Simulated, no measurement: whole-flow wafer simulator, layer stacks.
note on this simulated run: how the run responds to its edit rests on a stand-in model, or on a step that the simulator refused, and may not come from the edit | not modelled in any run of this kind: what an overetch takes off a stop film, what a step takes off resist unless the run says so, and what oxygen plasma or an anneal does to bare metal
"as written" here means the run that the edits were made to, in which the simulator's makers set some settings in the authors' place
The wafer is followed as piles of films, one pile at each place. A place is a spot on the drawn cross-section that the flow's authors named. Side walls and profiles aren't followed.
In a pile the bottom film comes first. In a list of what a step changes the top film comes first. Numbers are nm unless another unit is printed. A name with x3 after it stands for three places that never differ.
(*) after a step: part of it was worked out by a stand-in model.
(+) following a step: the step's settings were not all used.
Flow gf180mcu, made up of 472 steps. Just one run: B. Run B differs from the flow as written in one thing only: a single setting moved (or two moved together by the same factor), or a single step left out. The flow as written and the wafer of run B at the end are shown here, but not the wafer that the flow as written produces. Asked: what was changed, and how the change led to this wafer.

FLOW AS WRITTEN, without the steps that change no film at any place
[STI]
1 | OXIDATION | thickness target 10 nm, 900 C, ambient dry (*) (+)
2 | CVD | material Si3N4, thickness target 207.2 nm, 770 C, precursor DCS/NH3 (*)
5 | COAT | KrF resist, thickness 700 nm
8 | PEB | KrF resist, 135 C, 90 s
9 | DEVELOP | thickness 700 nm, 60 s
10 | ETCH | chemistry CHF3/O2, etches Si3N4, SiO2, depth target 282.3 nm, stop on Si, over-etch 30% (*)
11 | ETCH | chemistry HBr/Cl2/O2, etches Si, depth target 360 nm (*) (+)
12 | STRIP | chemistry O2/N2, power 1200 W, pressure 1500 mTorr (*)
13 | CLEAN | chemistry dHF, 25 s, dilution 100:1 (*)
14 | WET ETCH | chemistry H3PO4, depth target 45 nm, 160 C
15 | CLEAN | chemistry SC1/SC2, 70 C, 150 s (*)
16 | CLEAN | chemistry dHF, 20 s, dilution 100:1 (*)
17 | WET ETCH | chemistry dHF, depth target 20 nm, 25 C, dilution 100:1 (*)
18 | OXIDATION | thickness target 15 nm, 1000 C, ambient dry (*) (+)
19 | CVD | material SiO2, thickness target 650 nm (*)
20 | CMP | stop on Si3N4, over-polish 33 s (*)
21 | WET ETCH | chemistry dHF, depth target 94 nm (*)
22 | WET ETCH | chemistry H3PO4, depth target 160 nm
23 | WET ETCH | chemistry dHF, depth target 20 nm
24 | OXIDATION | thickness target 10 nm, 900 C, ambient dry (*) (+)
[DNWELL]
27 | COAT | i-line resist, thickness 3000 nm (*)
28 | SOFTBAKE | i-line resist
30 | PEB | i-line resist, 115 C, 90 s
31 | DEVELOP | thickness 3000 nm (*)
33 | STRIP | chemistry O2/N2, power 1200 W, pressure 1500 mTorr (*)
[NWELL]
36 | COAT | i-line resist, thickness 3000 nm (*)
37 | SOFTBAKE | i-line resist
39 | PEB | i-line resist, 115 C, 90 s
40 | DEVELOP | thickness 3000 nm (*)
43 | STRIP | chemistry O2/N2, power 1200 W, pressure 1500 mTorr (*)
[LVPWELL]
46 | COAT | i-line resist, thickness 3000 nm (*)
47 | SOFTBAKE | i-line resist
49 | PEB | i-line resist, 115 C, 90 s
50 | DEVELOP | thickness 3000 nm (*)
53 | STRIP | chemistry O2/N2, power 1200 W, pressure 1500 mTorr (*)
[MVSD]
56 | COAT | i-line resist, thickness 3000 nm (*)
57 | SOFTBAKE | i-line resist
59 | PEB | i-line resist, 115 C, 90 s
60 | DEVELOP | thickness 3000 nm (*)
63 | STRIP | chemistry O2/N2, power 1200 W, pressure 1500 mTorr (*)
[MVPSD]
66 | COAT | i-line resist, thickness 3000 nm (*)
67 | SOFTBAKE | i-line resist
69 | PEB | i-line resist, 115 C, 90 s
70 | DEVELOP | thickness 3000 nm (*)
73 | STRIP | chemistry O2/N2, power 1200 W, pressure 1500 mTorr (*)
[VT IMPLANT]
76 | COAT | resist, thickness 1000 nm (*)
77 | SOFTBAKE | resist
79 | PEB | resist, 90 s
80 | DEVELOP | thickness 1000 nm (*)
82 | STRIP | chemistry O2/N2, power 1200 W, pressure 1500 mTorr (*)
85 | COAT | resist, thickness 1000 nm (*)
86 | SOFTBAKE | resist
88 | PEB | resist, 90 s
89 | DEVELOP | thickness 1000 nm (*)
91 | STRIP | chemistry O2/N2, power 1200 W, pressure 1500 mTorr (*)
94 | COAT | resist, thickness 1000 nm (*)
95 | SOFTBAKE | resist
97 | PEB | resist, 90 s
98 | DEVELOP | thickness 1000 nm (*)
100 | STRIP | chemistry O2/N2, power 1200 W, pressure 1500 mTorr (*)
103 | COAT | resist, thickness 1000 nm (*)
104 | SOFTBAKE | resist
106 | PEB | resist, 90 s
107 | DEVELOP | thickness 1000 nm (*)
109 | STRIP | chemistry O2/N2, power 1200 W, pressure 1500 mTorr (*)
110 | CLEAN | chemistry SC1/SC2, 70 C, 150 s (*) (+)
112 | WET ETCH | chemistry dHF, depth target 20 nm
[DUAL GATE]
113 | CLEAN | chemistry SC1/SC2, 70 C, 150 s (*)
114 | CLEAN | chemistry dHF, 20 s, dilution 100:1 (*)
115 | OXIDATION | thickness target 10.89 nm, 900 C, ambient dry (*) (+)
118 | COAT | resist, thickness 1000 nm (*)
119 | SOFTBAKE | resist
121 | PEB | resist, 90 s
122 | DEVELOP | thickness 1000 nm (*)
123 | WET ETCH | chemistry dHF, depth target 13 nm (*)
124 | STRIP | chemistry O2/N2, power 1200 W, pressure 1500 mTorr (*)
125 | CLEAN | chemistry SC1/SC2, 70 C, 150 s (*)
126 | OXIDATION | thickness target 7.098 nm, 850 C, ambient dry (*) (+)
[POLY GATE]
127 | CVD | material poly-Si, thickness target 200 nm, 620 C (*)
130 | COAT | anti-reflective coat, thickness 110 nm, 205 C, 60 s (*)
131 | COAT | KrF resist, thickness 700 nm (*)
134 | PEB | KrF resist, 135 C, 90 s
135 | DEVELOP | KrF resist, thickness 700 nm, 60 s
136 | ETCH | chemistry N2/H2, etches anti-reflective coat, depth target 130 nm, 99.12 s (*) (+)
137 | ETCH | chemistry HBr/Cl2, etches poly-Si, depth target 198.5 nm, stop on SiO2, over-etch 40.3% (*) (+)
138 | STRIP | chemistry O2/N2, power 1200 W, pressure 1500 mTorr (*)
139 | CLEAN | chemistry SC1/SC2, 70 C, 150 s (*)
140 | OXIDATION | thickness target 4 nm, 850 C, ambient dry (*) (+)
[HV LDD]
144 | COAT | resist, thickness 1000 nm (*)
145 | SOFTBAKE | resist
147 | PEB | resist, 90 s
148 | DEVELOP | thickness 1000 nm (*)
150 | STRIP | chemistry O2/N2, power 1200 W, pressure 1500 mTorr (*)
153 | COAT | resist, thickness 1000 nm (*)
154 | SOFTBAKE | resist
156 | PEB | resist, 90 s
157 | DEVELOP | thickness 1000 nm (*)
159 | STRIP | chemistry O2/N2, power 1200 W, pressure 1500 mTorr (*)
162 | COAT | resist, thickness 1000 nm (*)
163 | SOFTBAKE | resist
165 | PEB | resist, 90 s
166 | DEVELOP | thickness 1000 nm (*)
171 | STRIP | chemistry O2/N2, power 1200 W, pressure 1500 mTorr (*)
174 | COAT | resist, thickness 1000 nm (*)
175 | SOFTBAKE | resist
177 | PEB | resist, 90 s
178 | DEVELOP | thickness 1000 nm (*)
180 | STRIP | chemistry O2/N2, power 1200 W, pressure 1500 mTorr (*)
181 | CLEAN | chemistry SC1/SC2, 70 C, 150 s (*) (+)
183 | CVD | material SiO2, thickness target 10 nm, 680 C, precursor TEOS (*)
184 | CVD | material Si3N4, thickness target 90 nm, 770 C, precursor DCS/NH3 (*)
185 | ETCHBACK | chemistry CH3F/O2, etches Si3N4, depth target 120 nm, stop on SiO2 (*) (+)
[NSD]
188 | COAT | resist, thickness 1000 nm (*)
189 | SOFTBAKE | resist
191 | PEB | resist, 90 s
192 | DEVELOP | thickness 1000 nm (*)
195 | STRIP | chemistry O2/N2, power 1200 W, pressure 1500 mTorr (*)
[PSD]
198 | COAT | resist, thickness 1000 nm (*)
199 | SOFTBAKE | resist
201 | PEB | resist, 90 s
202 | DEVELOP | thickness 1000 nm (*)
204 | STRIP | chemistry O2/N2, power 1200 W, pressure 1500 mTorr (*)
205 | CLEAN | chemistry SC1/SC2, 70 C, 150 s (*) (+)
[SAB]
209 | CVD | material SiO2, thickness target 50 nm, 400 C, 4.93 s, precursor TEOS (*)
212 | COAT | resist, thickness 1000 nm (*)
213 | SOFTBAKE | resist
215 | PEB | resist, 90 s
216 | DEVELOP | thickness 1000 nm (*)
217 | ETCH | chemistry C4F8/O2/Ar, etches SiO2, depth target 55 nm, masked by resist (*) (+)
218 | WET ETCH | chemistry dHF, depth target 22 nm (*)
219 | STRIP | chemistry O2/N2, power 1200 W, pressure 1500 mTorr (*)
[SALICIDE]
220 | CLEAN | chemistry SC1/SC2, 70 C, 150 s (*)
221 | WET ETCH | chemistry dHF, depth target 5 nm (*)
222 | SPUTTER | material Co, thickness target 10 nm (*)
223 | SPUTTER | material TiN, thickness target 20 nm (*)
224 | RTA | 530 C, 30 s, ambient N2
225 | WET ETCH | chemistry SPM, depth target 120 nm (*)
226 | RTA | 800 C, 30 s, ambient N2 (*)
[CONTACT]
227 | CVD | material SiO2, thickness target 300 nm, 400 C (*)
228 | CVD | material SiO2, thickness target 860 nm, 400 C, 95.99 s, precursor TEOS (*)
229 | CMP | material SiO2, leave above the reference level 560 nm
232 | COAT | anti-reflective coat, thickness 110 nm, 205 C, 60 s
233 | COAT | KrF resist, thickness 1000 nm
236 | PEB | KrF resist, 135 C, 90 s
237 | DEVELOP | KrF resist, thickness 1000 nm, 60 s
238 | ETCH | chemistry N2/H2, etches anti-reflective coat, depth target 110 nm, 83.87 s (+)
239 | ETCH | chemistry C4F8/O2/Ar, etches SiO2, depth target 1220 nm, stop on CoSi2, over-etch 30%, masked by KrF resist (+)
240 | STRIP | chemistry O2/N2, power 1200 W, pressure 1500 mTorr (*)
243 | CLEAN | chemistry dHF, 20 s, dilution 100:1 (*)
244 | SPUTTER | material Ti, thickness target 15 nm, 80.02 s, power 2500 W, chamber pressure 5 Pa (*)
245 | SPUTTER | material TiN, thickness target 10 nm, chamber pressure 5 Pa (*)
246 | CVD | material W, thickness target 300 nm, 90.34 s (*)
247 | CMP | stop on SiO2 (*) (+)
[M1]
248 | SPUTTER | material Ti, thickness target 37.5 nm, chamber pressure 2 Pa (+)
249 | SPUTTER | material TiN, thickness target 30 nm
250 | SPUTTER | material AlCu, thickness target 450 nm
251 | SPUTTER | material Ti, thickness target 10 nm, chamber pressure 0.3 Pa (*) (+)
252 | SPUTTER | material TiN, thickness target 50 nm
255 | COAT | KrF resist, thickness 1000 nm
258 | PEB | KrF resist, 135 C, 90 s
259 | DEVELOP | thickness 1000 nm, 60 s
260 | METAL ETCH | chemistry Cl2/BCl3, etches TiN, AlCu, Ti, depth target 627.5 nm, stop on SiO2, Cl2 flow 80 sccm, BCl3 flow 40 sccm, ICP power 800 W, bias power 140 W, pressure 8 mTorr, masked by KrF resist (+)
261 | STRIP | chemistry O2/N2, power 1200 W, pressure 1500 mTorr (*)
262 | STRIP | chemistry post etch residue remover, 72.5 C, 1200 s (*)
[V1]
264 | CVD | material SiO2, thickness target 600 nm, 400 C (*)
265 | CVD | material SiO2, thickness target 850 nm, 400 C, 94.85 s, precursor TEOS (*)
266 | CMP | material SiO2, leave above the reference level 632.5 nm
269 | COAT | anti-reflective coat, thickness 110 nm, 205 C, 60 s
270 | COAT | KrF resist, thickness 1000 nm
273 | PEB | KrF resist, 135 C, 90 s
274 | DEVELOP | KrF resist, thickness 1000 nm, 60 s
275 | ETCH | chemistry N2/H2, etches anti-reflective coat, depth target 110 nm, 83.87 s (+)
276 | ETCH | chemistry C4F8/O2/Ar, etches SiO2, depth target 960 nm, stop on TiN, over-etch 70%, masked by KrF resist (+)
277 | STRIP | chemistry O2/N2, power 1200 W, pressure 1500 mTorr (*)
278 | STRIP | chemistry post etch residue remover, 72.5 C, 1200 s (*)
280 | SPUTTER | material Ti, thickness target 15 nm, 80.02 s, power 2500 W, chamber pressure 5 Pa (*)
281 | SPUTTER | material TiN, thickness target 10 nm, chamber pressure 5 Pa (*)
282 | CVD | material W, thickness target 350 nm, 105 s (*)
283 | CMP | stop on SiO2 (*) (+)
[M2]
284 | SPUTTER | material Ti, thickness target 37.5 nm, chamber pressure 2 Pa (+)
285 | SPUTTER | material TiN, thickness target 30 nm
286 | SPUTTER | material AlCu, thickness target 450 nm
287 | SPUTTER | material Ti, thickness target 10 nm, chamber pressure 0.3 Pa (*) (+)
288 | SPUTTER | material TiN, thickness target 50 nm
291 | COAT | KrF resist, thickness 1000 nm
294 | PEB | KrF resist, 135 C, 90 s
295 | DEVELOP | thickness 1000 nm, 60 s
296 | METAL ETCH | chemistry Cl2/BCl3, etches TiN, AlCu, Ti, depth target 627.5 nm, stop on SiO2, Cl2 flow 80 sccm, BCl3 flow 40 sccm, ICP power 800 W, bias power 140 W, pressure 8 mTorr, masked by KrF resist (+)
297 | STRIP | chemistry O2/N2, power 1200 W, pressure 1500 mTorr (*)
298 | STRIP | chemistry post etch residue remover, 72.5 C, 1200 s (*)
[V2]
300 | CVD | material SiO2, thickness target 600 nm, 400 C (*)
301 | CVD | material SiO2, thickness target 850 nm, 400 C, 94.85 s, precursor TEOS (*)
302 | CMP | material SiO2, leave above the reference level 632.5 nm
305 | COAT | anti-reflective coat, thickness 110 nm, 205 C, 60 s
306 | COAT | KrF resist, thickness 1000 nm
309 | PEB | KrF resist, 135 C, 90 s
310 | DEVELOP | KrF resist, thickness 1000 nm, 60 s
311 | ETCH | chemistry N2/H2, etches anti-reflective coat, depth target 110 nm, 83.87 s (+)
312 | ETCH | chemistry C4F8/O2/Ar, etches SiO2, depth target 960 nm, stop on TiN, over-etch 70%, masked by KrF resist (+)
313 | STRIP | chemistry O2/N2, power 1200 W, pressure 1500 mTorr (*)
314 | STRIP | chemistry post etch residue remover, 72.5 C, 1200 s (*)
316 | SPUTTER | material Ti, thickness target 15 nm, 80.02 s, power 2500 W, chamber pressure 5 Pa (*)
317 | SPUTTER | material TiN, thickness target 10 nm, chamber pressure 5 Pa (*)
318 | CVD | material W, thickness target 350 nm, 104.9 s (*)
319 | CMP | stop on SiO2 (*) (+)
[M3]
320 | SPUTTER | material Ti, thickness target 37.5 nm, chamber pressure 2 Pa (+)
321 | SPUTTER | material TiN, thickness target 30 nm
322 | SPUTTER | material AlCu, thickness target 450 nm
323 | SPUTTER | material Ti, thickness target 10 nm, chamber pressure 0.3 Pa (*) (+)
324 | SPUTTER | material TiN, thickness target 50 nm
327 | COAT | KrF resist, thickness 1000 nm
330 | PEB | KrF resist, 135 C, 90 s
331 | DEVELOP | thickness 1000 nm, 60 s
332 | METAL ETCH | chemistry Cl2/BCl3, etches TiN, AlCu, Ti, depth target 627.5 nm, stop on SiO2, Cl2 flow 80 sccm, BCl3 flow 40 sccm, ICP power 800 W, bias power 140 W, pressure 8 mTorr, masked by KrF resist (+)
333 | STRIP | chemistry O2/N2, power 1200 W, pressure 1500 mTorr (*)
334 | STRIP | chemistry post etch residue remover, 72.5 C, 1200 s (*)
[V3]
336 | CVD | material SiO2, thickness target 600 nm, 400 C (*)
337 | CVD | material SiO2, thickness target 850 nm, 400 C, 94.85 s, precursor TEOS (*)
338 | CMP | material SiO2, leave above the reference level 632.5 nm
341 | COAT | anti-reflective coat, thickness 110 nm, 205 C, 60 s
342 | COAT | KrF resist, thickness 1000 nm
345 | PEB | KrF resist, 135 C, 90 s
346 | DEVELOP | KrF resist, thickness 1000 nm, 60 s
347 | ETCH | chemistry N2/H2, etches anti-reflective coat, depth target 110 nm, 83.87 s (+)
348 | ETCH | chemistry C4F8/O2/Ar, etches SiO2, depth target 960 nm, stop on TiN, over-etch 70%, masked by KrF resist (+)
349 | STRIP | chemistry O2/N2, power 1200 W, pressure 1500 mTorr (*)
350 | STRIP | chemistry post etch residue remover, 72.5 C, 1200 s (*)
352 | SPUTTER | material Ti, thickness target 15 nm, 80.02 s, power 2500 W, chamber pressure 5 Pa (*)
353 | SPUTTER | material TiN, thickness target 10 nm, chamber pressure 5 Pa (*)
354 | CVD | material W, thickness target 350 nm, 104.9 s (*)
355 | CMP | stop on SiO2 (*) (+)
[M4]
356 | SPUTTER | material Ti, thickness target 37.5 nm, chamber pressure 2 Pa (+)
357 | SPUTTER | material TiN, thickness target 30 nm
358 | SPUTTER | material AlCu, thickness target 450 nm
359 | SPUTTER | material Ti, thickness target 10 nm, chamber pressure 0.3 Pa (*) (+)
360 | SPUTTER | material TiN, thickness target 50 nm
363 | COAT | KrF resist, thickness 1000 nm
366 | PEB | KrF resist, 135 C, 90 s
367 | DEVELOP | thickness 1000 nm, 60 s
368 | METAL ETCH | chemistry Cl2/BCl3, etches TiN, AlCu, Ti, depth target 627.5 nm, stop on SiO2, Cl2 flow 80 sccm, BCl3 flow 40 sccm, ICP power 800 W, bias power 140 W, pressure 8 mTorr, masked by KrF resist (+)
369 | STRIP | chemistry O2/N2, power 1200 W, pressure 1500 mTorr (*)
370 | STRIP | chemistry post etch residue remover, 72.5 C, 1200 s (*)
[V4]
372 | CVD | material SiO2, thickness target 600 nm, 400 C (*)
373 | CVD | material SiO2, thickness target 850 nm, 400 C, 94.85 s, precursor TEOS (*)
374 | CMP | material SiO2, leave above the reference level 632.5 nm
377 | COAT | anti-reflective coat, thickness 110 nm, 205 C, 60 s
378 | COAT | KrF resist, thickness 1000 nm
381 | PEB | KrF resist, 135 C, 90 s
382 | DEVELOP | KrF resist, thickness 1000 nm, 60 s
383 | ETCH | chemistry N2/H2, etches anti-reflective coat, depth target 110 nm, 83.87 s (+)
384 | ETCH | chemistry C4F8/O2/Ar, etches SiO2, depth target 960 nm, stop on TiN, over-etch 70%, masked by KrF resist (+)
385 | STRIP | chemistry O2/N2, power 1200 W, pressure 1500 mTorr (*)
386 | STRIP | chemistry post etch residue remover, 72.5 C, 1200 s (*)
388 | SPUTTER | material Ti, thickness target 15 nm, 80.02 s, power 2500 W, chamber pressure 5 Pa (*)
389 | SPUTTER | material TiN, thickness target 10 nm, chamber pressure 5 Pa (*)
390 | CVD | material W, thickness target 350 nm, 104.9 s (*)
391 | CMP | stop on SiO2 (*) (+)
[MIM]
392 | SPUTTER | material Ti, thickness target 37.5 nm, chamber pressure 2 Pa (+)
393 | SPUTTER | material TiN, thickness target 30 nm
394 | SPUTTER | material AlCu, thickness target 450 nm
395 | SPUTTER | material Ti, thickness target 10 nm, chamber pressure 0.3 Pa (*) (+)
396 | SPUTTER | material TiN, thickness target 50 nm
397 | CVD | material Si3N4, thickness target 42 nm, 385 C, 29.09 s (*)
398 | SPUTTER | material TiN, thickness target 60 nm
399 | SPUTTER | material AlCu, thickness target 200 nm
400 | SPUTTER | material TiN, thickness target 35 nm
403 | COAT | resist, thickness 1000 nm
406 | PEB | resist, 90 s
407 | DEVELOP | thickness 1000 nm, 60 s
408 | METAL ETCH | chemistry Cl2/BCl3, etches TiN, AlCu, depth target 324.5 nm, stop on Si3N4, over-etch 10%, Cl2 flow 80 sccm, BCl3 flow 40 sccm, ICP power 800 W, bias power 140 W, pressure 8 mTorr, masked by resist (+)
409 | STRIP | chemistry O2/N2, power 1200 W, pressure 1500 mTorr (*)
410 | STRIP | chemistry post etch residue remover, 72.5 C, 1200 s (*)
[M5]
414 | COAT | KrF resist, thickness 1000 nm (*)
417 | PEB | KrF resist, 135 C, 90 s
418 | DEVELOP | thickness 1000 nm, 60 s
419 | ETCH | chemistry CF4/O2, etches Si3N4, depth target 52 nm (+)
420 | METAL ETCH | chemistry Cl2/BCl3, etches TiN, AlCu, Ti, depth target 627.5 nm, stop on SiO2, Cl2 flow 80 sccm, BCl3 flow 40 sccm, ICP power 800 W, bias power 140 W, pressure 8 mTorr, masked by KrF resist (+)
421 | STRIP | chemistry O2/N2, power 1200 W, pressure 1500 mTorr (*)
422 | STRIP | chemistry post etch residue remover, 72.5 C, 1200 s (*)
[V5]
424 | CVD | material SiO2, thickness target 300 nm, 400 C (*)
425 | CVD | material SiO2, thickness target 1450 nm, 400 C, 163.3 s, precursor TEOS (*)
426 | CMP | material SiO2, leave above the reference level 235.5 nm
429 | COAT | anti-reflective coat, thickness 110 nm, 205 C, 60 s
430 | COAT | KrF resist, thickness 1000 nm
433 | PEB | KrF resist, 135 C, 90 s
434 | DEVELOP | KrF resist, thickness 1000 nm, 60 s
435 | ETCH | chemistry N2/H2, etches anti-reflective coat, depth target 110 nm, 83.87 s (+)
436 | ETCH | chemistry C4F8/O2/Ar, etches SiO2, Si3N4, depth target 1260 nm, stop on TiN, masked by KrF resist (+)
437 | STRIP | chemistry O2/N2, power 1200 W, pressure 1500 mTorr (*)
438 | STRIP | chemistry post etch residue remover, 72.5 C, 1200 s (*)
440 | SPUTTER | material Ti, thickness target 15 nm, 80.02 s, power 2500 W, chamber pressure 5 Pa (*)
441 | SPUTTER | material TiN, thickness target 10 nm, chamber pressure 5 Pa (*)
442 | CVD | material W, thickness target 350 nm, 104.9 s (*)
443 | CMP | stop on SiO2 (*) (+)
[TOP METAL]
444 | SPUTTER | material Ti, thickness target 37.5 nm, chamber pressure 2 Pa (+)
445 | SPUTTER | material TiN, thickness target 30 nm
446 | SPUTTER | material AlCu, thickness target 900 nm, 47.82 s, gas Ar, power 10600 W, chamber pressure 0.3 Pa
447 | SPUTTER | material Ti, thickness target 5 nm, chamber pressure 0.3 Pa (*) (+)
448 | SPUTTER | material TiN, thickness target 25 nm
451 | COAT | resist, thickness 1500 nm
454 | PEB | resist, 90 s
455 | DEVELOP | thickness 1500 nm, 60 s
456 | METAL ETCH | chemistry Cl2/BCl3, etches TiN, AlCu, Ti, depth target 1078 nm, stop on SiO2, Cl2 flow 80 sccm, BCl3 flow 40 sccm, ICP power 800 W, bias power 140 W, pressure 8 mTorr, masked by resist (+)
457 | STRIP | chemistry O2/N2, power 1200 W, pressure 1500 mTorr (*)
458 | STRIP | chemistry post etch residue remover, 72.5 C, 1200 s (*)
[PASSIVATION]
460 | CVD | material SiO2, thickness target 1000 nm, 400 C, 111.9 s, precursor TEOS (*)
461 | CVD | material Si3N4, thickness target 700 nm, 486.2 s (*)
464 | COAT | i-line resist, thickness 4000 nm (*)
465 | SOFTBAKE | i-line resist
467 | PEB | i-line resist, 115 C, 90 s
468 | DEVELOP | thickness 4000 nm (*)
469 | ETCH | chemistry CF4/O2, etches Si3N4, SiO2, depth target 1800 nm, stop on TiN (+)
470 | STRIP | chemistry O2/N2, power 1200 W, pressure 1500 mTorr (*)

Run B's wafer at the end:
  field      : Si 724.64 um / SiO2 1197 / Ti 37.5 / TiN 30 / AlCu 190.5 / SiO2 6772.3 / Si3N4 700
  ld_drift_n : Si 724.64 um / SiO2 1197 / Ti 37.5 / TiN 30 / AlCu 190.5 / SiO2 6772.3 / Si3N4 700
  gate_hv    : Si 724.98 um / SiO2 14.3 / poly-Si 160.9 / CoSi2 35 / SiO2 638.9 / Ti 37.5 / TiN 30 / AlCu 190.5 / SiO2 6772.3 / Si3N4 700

Cause: step 260, METAL ETCH: depth target 313.8 nm was run, whereas the flow has depth target 627.5 nm.

Step by step, how the change led to this:
  260 | METAL ETCH | chemistry Cl2/BCl3, etches TiN, AlCu, Ti, depth target 627.5 nm, stop on SiO2, Cl2 flow 80 sccm, BCl3 flow 40 sccm, ICP power 800 W, bias power 140 W, pressure 8 mTorr, masked by KrF resist (+)
      field, field__w1, field__w2 and 99 more: -50 TiN (all of it), -10 Ti (all of it), -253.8 AlCu (in the flow as written it would be: -50 TiN (all of it), -10 Ti (all of it), -450 AlCu (all of it), -30 TiN (all of it), -37.5 Ti (all of it))
      field__w8, contact, m1 and 6 more: -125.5 KrF resist (in the flow as written it would be: -251 KrF resist)
  261 | STRIP | chemistry O2/N2, power 1200 W, pressure 1500 mTorr (*)
      field__w8, contact, m1 and 6 more: -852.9 KrF resist (all of it) (in the flow as written it would be: -727.4 KrF resist (all of it))
  262 | STRIP | chemistry post etch residue remover, 72.5 C, 1200 s (*)
      field, field__w1, field__w2 and 99 more: -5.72 AlCu (in the flow as written it would be: nothing)
  264 | CVD | material SiO2, thickness target 600 nm, 400 C (*)
      field, field__w1, field__w2 and 99 more: +600 SiO2 (new film) (in the flow as written it would be: +600 SiO2)
  266 | CMP | material SiO2, leave above the reference level 632.5 nm
      field, field__w1, field__w2 and 99 more: -558 SiO2 (in the flow as written it would be: -300 SiO2)
If metal films that touch count as one body, field has 1 body; the flow as written gives 0 bodies.
If metal films that touch count as one body, ld_drift_n has 1 body; the flow as written gives 0 bodies.
If metal films that touch count as one body, gate_hv has 2 bodies (between them, from the top down: SiO2 638.9); the flow as written gives 1 body.
